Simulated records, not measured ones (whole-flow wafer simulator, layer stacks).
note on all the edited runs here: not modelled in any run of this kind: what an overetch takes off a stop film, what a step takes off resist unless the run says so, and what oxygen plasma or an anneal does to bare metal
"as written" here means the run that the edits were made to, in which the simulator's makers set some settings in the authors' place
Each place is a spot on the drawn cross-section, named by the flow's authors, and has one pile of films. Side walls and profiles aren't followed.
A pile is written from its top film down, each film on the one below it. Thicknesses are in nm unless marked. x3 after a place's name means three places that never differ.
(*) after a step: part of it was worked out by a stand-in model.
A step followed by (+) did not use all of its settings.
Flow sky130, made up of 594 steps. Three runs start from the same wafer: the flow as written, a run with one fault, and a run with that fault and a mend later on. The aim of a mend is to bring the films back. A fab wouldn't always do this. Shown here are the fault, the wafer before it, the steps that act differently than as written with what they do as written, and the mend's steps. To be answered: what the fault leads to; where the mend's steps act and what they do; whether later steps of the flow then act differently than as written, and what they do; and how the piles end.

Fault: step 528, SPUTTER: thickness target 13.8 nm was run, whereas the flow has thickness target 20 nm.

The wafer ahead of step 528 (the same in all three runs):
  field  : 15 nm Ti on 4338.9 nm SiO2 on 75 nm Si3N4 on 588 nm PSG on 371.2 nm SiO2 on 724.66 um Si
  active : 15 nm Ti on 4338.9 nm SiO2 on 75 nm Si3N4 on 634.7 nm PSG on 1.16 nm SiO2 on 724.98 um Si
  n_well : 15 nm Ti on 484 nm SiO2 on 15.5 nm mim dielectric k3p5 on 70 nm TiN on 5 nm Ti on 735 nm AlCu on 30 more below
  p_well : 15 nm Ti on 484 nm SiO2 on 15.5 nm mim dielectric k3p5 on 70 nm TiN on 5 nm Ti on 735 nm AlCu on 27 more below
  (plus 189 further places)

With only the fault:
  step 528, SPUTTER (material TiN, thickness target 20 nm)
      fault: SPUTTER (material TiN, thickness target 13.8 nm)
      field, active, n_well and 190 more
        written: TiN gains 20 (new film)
        fault: TiN gains 13.8 (new film)
  Later steps of the flow acting differently than as written (19 more steps, not shown, differ only slightly: by at most 2% or 0.5 nm, whichever is larger):
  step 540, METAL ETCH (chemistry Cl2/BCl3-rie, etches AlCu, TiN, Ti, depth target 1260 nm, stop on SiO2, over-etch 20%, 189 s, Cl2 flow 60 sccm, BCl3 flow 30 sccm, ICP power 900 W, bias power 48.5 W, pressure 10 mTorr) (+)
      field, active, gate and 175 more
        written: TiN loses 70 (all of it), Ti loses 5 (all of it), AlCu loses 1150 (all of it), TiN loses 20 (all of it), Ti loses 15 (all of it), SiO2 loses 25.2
        fault: TiN loses 70 (all of it), Ti loses 5 (all of it), AlCu loses 1150 (all of it), TiN loses 13.8 (all of it), Ti loses 15 (all of it), SiO2 loses 25.8
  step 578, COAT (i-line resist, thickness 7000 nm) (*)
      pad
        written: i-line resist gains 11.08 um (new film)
        fault: i-line resist gains 11.09 um (new film)
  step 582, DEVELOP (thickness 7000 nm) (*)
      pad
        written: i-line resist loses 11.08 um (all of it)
        fault: i-line resist loses 11.09 um (all of it)
  By the end, the piles at n_well, p_well, sd_n and 12 more depart from the flow's by more than 2% or 0.5 nm, whichever is larger.
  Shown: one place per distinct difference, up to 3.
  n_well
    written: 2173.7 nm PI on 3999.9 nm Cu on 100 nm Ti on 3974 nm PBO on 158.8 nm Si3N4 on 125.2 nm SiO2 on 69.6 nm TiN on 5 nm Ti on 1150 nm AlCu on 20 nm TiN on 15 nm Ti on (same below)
    fault: 2174.4 nm PI on 3999.9 nm Cu on 100 nm Ti on 3978.5 nm PBO on 158.8 nm Si3N4 on 125.2 nm SiO2 on 69.6 nm TiN on 5 nm Ti on 1150 nm AlCu on 13.8 nm TiN on 15 nm Ti on (same below)
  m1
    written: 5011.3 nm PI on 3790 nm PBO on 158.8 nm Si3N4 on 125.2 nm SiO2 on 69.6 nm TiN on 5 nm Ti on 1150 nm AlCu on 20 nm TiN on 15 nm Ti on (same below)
    fault: 5011.6 nm PI on 3795.1 nm PBO on 158.8 nm Si3N4 on 125.2 nm SiO2 on 69.6 nm TiN on 5 nm Ti on 1150 nm AlCu on 13.8 nm TiN on 15 nm Ti on (same below)
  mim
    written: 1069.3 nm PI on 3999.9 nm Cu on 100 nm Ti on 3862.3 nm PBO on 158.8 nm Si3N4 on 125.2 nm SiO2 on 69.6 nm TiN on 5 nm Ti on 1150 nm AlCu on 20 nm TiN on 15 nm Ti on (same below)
    fault: 1069.9 nm PI on 3999.9 nm Cu on 100 nm Ti on 3867.1 nm PBO on 158.8 nm Si3N4 on 125.2 nm SiO2 on 69.6 nm TiN on 5 nm Ti on 1150 nm AlCu on 13.8 nm TiN on 15 nm Ti on (same below)

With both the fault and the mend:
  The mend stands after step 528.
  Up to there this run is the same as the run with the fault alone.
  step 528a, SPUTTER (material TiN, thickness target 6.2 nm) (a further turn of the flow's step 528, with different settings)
      field, active, n_well and 190 more
        TiN gains 6.2
  Every later step of the flow that is run acts as written at every place that is followed.
  By the end, the piles equal the flow's at every place that both follow.
